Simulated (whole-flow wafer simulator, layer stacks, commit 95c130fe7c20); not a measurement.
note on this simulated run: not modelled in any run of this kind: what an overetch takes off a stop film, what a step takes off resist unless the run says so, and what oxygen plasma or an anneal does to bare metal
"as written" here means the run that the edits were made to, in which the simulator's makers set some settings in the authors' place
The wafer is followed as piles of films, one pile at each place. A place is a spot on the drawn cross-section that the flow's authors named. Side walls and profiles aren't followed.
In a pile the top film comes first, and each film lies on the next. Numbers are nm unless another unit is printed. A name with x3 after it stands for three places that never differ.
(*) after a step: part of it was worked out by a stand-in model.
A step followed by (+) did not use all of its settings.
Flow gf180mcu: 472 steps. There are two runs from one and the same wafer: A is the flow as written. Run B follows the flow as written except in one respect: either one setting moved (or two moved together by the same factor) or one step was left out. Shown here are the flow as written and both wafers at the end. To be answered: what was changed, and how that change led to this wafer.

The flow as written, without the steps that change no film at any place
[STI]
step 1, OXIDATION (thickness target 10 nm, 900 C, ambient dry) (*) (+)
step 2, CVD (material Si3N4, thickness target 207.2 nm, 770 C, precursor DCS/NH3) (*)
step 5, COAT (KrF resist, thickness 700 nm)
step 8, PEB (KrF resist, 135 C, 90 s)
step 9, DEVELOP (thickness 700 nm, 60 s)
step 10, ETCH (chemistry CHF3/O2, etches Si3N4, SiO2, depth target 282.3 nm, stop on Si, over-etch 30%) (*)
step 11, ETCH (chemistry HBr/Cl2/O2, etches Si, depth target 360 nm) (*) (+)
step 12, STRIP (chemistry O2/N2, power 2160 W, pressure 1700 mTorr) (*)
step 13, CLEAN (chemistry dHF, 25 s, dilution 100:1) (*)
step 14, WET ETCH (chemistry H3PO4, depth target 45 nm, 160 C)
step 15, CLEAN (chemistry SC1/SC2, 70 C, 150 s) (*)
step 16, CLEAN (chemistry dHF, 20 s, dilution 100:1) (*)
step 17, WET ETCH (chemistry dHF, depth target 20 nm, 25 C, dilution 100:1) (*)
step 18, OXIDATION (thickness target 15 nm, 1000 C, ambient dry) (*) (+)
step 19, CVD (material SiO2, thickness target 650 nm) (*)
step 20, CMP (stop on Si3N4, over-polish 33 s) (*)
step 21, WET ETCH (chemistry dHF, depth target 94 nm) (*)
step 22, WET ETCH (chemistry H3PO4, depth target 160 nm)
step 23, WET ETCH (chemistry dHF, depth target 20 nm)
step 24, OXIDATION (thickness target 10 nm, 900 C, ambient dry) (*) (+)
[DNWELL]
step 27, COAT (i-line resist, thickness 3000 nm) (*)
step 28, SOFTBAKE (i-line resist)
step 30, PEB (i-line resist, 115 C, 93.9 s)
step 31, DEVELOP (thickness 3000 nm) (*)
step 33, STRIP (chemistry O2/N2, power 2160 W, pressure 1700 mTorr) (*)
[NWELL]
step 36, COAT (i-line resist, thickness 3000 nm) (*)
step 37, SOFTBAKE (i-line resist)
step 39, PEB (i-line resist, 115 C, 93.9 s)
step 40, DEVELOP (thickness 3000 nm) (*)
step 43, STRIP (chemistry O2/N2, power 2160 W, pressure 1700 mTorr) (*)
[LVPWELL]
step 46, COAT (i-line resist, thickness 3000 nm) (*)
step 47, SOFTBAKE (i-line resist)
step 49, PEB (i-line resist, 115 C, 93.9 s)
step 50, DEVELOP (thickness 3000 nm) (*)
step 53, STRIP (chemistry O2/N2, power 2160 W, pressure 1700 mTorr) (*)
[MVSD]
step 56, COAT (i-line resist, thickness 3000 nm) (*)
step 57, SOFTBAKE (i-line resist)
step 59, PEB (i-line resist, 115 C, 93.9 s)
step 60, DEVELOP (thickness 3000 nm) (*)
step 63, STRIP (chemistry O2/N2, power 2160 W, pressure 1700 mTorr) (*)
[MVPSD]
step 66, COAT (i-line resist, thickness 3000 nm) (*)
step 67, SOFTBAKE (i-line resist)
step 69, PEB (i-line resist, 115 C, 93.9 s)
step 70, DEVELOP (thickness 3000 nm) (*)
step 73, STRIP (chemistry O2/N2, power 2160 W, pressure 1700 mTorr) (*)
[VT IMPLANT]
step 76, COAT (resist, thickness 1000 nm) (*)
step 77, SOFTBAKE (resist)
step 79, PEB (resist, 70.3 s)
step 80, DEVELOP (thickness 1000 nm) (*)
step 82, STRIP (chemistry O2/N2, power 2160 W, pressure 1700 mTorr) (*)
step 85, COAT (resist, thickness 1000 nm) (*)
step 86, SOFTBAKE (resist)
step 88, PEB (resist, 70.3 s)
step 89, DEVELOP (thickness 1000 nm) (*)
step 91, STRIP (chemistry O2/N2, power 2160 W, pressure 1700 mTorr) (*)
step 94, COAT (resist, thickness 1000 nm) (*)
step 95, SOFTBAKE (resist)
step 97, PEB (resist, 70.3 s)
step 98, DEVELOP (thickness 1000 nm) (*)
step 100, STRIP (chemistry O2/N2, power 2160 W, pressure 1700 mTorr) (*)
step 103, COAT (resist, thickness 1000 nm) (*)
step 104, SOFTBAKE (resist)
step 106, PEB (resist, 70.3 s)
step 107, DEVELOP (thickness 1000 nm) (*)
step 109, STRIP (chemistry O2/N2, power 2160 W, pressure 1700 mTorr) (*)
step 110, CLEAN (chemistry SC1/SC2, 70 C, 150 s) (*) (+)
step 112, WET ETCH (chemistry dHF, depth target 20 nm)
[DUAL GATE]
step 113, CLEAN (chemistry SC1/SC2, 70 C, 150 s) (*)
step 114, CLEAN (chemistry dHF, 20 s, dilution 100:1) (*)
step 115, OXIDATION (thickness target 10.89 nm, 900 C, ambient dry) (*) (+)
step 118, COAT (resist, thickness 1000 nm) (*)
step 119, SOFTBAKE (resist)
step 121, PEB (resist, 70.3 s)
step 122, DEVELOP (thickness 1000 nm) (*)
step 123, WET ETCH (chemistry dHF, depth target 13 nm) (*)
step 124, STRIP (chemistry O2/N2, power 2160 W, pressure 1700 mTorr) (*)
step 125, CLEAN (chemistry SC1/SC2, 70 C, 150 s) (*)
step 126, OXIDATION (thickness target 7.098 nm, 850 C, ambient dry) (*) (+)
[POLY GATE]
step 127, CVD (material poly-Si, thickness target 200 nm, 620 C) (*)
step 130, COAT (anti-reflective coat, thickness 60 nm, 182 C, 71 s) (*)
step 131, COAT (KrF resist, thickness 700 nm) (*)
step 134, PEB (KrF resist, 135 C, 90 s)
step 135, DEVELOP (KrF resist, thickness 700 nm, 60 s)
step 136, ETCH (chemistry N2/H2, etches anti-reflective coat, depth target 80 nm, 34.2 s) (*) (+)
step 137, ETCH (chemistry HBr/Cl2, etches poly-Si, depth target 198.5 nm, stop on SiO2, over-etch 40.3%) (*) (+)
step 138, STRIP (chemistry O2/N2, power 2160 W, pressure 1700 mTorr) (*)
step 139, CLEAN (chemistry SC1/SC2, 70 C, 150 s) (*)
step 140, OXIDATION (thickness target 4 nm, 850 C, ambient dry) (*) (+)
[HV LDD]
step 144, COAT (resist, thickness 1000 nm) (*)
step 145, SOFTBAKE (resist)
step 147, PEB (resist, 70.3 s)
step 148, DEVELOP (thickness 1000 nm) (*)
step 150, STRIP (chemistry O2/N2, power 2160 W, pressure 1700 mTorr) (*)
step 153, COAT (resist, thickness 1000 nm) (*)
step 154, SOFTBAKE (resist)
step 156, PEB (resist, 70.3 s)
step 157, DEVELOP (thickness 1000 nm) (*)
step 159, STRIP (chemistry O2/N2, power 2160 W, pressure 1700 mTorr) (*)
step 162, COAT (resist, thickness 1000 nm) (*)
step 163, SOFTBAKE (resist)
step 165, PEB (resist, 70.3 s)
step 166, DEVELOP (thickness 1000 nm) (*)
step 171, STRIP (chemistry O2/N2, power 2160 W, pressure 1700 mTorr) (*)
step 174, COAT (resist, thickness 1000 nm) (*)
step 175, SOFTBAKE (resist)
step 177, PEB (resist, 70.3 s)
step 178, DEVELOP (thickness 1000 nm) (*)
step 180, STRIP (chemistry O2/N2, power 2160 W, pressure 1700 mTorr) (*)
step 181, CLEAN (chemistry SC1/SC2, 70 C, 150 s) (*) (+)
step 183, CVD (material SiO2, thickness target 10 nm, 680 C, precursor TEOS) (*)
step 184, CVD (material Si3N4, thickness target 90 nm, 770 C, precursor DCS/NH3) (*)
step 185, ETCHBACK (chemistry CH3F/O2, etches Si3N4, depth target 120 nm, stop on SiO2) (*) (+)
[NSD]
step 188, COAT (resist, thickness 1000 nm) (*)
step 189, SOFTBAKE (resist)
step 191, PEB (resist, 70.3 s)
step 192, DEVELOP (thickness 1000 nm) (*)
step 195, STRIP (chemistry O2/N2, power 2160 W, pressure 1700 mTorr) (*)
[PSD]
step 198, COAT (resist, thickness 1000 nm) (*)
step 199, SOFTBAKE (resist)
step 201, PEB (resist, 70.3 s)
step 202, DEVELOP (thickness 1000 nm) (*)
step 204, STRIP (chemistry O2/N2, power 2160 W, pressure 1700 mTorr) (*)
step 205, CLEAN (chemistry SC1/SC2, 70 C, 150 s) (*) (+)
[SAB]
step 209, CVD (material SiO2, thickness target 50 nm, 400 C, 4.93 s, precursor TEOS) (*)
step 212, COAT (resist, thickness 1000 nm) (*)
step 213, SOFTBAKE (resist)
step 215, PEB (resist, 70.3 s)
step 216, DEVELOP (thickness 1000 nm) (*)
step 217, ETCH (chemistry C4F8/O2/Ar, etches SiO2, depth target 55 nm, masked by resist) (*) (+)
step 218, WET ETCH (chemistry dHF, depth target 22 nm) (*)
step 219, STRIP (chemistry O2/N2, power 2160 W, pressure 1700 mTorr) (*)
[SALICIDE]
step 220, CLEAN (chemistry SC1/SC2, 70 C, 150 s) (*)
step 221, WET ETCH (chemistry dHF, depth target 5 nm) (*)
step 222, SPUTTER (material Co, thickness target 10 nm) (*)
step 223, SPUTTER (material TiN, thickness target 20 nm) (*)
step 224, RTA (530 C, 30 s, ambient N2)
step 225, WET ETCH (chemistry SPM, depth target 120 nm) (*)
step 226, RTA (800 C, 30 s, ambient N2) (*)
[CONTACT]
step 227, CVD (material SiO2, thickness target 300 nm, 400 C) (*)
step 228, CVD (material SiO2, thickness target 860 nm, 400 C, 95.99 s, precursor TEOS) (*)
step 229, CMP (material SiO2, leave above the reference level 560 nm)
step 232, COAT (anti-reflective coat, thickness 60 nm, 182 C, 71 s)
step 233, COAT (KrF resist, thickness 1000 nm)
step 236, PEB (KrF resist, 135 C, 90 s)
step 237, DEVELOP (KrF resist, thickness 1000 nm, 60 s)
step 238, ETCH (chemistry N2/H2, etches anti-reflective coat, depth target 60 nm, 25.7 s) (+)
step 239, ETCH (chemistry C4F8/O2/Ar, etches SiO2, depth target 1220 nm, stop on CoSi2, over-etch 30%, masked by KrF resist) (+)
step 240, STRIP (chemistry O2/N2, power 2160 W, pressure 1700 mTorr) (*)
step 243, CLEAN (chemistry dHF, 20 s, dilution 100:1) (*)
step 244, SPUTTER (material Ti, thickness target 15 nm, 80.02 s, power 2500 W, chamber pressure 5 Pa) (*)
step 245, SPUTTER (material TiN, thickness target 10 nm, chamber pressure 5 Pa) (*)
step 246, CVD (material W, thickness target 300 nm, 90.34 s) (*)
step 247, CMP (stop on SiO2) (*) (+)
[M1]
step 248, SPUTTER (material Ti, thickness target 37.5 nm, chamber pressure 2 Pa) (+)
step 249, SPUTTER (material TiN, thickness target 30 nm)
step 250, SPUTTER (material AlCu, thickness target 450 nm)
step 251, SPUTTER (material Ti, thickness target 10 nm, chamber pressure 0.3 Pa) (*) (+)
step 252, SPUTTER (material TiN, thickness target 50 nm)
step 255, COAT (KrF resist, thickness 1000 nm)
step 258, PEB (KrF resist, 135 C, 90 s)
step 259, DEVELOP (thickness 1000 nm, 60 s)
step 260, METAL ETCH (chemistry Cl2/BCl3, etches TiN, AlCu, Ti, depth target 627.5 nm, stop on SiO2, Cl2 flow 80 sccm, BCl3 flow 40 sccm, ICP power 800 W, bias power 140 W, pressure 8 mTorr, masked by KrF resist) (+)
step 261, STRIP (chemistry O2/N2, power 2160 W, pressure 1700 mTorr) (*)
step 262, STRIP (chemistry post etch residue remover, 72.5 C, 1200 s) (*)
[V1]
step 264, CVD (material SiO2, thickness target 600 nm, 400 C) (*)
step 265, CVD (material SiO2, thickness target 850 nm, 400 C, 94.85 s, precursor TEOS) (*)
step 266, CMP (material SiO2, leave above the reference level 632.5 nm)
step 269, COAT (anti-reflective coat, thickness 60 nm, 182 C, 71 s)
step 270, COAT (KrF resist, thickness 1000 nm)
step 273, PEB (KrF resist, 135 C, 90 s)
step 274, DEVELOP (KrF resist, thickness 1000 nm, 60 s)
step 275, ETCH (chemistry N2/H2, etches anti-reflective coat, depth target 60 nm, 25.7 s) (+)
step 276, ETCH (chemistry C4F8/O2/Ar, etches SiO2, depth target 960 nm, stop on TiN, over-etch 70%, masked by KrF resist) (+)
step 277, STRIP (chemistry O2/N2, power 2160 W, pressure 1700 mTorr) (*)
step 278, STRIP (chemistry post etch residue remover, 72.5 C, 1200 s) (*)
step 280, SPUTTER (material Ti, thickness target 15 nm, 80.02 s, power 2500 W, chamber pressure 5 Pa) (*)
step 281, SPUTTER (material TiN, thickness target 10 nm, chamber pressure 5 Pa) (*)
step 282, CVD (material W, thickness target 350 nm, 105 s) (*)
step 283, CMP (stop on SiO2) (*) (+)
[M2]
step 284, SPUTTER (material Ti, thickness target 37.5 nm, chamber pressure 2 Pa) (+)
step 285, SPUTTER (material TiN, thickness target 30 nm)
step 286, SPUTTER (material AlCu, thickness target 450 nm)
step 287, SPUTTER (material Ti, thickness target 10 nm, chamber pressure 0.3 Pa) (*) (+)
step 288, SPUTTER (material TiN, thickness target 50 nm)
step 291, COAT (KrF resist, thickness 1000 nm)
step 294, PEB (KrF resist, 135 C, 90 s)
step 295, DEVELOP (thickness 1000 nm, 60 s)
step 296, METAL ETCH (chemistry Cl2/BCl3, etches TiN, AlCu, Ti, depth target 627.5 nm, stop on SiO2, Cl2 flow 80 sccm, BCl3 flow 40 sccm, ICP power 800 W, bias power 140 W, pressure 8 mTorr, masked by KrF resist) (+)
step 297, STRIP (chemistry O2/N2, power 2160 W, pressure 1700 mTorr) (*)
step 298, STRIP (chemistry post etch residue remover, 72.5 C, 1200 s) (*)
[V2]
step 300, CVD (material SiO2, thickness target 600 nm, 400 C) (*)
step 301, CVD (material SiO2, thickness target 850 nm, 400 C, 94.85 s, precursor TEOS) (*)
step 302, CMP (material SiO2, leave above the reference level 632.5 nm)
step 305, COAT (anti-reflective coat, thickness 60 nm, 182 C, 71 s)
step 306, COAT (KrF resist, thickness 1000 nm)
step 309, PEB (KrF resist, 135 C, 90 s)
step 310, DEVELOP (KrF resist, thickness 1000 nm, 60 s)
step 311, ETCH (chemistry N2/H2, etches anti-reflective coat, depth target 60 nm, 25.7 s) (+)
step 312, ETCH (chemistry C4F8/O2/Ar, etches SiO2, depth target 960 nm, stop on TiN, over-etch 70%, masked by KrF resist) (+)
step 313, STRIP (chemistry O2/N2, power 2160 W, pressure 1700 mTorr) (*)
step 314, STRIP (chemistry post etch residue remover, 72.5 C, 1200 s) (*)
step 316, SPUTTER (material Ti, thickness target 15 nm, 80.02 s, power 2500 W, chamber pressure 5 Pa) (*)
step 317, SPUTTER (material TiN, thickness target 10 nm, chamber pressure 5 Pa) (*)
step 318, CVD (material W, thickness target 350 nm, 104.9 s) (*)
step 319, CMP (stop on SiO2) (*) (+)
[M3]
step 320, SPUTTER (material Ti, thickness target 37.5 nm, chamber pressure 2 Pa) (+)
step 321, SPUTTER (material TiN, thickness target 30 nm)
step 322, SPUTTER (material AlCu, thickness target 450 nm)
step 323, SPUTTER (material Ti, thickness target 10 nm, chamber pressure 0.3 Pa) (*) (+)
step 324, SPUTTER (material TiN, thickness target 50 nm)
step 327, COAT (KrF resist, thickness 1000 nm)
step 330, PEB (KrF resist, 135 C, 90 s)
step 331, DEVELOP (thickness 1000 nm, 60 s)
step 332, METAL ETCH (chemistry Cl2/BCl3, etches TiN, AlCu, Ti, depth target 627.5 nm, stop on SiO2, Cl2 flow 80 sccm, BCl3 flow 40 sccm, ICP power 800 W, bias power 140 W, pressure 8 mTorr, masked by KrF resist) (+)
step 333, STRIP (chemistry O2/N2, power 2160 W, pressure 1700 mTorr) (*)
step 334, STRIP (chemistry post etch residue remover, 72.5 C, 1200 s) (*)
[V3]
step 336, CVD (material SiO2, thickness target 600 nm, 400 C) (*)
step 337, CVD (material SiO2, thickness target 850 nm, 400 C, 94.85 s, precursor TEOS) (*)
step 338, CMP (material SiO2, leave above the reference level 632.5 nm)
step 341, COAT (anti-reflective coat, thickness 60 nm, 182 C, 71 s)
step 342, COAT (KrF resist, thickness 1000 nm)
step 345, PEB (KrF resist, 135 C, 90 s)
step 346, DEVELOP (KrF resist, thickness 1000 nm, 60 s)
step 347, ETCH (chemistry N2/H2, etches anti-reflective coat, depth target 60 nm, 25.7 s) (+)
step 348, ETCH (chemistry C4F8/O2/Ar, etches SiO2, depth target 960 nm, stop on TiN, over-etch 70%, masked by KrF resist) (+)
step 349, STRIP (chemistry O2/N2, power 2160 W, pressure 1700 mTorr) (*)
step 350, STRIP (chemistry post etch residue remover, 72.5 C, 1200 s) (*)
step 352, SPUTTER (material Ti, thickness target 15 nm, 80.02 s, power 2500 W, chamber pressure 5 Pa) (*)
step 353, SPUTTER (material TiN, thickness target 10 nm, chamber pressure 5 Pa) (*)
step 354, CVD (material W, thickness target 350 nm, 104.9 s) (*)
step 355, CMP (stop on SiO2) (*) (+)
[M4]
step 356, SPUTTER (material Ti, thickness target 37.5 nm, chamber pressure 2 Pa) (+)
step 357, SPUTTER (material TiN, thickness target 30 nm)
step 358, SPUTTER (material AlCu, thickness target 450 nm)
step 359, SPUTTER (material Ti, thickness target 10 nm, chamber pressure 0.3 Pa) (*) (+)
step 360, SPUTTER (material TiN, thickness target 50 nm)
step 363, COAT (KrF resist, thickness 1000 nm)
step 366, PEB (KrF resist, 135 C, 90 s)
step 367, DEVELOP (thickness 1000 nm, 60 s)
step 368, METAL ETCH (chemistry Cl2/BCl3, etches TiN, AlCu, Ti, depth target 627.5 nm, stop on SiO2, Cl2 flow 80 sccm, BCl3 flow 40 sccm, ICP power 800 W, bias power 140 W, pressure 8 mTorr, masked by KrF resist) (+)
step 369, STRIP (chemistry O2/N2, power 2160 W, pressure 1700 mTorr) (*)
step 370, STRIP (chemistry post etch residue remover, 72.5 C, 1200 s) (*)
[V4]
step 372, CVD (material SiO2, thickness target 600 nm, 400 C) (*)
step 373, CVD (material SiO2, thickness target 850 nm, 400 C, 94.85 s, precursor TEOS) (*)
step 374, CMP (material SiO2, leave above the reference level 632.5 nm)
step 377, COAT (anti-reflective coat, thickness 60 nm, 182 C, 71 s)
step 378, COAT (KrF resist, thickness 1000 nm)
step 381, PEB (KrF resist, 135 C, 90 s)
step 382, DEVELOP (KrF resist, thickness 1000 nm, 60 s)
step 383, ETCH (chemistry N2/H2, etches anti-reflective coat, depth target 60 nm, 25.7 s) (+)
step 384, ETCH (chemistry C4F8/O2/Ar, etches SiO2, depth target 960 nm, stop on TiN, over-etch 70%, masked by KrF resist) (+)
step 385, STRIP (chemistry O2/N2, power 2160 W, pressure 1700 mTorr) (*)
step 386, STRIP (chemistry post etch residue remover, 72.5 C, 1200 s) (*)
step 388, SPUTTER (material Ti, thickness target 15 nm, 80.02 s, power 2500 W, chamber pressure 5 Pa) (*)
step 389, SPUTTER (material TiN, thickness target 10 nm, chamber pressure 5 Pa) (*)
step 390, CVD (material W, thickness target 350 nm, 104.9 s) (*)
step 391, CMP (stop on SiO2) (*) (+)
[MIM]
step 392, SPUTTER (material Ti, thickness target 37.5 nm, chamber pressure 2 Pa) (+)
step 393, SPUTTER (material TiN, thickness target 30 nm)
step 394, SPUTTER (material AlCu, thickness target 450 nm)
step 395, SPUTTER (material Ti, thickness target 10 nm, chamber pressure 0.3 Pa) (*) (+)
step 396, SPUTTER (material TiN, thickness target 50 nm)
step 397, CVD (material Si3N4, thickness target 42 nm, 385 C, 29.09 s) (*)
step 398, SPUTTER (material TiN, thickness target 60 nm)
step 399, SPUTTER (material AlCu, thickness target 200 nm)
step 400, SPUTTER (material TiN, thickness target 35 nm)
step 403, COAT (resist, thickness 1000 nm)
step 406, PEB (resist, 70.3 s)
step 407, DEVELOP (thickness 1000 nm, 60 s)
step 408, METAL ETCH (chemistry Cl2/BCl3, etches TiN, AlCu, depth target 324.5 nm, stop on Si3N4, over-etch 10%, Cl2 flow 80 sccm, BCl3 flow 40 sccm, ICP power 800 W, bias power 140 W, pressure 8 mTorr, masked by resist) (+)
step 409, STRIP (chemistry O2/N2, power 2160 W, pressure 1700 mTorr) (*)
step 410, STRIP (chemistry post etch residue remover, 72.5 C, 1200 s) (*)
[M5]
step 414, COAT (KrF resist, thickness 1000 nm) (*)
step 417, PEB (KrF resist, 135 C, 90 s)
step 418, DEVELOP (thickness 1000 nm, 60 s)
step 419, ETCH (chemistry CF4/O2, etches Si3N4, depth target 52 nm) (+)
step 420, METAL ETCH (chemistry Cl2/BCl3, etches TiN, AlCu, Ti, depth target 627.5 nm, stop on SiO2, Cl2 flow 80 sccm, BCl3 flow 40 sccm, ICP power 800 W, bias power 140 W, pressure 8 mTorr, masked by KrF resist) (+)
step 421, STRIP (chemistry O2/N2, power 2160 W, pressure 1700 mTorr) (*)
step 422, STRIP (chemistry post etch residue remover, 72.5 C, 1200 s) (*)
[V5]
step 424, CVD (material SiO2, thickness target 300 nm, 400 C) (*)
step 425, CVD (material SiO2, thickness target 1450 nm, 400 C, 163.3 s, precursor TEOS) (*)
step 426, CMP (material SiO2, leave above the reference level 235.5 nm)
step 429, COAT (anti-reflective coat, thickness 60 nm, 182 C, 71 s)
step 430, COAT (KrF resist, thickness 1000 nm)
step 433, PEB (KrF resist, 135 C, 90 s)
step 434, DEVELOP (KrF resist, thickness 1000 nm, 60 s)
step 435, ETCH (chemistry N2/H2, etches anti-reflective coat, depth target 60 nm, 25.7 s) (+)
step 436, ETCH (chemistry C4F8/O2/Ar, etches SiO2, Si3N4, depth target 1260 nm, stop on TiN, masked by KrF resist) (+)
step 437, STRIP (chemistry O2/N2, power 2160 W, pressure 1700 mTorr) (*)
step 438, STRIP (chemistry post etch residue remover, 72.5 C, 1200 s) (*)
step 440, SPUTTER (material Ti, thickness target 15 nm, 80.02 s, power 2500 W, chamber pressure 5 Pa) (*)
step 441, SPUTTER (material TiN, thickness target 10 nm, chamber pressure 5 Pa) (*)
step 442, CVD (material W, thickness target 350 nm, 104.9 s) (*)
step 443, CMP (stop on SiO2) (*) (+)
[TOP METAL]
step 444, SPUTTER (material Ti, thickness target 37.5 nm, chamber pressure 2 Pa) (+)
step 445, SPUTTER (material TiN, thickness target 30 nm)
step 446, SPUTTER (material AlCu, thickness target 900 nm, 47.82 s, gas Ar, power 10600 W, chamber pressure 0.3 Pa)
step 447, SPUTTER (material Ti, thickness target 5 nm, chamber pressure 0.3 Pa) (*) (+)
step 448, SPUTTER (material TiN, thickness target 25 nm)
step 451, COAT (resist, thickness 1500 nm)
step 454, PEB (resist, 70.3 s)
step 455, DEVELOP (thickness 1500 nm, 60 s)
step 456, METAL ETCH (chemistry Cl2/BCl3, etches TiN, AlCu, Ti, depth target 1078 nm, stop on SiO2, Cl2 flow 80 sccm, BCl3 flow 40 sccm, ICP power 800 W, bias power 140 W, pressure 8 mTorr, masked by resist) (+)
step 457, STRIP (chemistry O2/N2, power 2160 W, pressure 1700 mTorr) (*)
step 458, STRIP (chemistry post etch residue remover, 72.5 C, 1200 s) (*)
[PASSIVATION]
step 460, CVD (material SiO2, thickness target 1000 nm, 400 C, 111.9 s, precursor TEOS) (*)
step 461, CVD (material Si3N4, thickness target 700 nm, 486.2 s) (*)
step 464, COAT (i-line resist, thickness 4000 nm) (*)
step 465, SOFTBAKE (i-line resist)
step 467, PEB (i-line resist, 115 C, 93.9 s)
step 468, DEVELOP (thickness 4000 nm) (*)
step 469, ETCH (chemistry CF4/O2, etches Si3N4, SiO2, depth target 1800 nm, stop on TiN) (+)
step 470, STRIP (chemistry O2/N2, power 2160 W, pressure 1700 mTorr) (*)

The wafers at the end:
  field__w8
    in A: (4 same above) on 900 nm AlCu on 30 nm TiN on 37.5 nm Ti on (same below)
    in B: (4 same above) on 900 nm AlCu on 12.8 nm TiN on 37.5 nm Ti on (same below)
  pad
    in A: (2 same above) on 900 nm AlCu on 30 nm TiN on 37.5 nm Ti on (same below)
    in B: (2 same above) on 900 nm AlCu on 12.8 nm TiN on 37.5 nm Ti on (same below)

What caused this: step 445, SPUTTER: thickness target 12.8 nm was run, though the flow has thickness target 30 nm.
The wafer lets one read it off: field__w8 has TiN 12.8, and step 445 as written asks for 30 nm.

Step by step, how the change led to this:
  step 445, SPUTTER (material TiN, thickness target 30 nm)
      field, field__w1, field__w2 and 109 more: A +30 TiN (new film) | B +12.8 TiN (new film)
  step 456, METAL ETCH (chemistry Cl2/BCl3, etches TiN, AlCu, Ti, depth target 1078 nm, stop on SiO2, Cl2 flow 80 sccm, BCl3 flow 40 sccm, ICP power 800 W, bias power 140 W, pressure 8 mTorr, masked by resist) (+)
      field, field__w1, field__w2 and 103 more: A -25 TiN (all of it), -5 Ti (all of it), -900 AlCu (all of it), -30 TiN (all of it), -37.5 Ti (all of it) | B -25 TiN (all of it), -5 Ti (all of it), -900 AlCu (all of it), -12.8 TiN (all of it), -37.5 Ti (all of it)
  step 465, SOFTBAKE (i-line resist)
      field__w2, field_sub__w4: A +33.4 i-line resist | B +32.5 i-line resist
      field__w11, field__w13: A +37.6 i-line resist | B +36.6 i-line resist
      (as well as at 59 more places)
